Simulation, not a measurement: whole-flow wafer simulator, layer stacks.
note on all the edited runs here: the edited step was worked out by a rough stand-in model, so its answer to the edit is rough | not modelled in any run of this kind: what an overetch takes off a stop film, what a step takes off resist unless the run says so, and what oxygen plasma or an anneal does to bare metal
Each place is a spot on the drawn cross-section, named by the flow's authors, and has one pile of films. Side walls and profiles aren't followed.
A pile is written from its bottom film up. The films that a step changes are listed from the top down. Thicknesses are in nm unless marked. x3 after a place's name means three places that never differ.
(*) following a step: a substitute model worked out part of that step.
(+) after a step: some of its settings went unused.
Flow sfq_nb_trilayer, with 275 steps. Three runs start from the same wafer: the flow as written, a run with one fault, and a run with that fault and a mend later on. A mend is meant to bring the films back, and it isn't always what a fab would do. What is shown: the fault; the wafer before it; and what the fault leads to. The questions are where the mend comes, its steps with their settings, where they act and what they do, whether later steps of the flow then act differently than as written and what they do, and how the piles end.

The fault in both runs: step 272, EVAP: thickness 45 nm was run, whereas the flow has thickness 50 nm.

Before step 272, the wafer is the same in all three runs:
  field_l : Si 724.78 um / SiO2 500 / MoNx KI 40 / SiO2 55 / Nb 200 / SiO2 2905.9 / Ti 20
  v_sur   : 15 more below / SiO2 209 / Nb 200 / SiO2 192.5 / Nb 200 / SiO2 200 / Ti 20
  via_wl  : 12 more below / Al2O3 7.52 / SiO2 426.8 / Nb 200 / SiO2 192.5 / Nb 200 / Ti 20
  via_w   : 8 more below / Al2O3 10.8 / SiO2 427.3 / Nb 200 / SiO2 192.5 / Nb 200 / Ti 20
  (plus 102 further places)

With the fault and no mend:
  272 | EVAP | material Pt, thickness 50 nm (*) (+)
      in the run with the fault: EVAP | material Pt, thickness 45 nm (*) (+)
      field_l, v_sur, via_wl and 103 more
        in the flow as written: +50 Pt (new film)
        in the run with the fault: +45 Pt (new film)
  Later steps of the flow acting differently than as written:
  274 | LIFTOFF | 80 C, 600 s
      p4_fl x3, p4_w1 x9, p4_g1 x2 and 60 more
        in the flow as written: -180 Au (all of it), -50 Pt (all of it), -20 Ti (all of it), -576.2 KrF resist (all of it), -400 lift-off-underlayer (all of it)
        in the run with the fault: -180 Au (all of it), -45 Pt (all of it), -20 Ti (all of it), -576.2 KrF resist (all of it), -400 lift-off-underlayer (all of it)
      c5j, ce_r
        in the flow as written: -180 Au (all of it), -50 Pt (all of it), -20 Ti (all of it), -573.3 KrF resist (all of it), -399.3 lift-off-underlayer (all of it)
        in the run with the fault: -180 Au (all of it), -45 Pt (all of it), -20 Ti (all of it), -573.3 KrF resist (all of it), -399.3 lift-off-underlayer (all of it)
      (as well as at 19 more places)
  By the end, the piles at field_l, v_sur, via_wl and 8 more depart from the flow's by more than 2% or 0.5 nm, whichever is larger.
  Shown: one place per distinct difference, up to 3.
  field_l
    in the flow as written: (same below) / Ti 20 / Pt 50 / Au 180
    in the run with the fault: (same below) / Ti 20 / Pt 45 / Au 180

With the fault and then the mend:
  After step 272 comes the mend.
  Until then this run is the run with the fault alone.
  272a | EVAP | material Pt, thickness 5 nm (*) (+) (the flow's step 272, run once more with other settings)
      field_l, v_sur, via_wl and 103 more
        +5 Pt
  Every later step of the flow that is run acts as written at every place that is followed.
  The piles end the same as the flow's at every place that both follow.
